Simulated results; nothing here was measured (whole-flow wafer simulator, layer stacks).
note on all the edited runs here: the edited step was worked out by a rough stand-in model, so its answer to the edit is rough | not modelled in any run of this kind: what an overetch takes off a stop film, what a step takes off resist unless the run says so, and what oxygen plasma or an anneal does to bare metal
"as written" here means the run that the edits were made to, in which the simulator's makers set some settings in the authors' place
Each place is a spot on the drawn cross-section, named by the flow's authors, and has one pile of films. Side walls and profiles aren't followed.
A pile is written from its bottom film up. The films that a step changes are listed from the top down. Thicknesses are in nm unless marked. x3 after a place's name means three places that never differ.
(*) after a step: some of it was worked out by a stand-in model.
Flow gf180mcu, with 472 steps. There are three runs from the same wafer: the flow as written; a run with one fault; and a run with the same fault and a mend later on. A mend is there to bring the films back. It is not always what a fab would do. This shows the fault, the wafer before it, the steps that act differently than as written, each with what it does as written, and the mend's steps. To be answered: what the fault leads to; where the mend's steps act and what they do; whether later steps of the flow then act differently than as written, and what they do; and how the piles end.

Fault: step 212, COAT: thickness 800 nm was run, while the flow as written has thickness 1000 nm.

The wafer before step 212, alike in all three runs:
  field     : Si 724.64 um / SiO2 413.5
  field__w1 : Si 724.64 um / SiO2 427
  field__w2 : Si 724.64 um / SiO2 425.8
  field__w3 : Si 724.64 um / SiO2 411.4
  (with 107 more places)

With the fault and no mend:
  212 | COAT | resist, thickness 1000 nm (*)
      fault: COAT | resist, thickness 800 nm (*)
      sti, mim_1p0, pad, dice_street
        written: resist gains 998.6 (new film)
        fault: resist gains 799.1 (new film)
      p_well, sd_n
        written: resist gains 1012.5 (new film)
        fault: resist gains 813 (new film)
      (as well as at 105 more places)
  Later steps of the flow acting differently than as written (not shown: 3 more steps that differ only slightly, by at most 2% or 0.5 nm, whichever is larger):
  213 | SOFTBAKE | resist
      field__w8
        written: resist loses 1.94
        fault: resist gains 0.33
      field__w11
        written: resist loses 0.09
        fault: resist gains 0.44
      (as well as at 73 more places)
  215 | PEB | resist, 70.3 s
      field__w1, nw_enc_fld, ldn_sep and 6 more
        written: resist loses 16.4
        fault: resist loses 12.5
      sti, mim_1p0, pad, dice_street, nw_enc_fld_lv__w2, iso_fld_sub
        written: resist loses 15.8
        fault: resist loses 12
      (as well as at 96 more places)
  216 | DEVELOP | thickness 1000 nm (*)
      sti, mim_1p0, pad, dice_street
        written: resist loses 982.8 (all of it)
        fault: resist loses 787.1 (all of it)
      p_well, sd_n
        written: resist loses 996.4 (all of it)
        fault: resist loses 800.8 (all of it)
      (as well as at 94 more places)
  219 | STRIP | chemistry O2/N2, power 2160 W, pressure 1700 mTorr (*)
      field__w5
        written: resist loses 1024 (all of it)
        fault: resist loses 823.8 (all of it)
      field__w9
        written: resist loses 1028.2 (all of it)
        fault: resist loses 834.5 (all of it)
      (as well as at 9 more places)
  By the end, the piles equal the flow's at every place that both follow.

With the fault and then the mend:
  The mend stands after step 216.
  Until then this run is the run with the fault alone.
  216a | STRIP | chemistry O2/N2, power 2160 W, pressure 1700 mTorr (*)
      field__w5
        resist loses 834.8 (all of it)
      field__w9
        resist loses 845.5 (all of it)
      field__w13
        resist loses 851.4 (all of it)
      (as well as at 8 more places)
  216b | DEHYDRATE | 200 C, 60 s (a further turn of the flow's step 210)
      leaves every film unchanged at each place that is followed
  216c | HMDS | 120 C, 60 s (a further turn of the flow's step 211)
      leaves every film unchanged at each place that is followed
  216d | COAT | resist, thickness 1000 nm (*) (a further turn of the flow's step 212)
      sti, mim_1p0, pad, dice_street
        resist gains 998.6 (new film)
      field__w1, ldp_out
        resist gains 1028.5 (new film)
      field_sub__w5, ldn_dft
        resist gains 1045.2 (new film)
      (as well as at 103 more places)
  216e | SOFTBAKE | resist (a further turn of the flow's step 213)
      ld_gate_n, polyc_n
        resist loses 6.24
      nw_enc_fld, ldp_sep__w2
        resist gains 4.4
      field
        resist loses 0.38
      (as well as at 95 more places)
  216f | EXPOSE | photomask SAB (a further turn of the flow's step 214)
      leaves every film unchanged at each place that is followed
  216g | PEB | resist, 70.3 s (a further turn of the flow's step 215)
      field__w1, nw_enc_fld, sti_nw and 8 more
        resist loses 16.4
      field__w2, field__w5, field_sub__w3 and 6 more
        resist loses 16.9
      field__w9, sd_p, nplus_u, nw_enc_fld_lv, ldn_src, ldn_drn, ldp_src, ldp_drn
        resist loses 17
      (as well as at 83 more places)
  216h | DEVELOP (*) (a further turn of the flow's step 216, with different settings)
      sti, mim_1p0, pad, dice_street
        resist loses 982.8 (all of it)
      field, nw_sep_fld
        resist loses 1007.3 (all of it)
      field__w3, field__w12
        resist loses 1049.4 (all of it)
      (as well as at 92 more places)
  Later steps of the flow that are run all act as written at every place that is followed.
  By the end, the piles equal the flow's at every place that both follow.
